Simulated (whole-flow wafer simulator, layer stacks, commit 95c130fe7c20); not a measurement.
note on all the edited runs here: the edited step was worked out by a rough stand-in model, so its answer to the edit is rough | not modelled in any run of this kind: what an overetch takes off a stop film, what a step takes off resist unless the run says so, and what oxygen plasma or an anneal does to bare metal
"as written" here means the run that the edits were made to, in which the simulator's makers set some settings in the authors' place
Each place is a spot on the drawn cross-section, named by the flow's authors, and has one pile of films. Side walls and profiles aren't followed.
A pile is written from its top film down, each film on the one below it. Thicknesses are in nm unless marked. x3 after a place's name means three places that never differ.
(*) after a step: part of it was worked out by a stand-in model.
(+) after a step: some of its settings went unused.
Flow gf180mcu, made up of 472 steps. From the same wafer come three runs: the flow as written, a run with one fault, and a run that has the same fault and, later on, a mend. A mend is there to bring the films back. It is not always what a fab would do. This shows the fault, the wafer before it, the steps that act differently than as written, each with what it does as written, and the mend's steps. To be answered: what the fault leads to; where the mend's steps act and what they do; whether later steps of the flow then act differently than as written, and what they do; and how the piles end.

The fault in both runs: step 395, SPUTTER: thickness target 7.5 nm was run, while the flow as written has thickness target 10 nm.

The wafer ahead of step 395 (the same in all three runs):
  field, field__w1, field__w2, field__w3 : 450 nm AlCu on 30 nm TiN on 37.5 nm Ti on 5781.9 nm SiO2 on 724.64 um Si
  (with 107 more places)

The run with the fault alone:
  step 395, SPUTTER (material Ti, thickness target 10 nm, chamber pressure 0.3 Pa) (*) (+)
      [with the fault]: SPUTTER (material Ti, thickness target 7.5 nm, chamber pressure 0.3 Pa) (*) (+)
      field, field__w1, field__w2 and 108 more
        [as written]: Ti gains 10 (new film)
        [with the fault]: Ti gains 7.5 (new film)
  Later steps of the flow acting differently than as written (not shown: 2 more steps that differ only slightly, by at most 2% or 0.5 nm, whichever is larger):
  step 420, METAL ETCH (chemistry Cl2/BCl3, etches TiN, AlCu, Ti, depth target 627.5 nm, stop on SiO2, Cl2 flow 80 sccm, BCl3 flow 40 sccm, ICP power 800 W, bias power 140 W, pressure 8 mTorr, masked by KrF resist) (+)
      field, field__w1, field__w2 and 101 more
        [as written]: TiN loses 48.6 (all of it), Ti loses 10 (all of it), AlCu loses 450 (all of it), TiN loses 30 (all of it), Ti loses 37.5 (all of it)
        [with the fault]: TiN loses 48.6 (all of it), Ti loses 7.5 (all of it), AlCu loses 450 (all of it), TiN loses 30 (all of it), Ti loses 37.5 (all of it)
  The piles end different from the flow's at field__w4, field__w8, contact, m1, m1__w1, mim, mim_1p0, m1_nw by more than 2% or 0.5 nm, whichever is larger.
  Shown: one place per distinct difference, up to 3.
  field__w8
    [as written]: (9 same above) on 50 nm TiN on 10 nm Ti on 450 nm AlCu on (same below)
    [with the fault]: (9 same above) on 50 nm TiN on 7.5 nm Ti on 450 nm AlCu on (same below)
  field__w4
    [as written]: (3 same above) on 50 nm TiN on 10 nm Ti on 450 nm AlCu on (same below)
    [with the fault]: (3 same above) on 50 nm TiN on 7.5 nm Ti on 450 nm AlCu on (same below)
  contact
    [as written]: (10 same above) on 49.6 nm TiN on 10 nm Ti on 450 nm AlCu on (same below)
    [with the fault]: (10 same above) on 49.6 nm TiN on 7.5 nm Ti on 450 nm AlCu on (same below)

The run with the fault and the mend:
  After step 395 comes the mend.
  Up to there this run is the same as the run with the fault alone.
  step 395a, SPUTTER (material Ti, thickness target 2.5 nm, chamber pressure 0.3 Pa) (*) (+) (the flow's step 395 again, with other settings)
      field, field__w1, field__w2 and 108 more
        Ti gains 2.5
  None of the later steps of the flow acts differently than as written at any place that is followed.
  At every place that both follow, the piles at the end match the flow's.
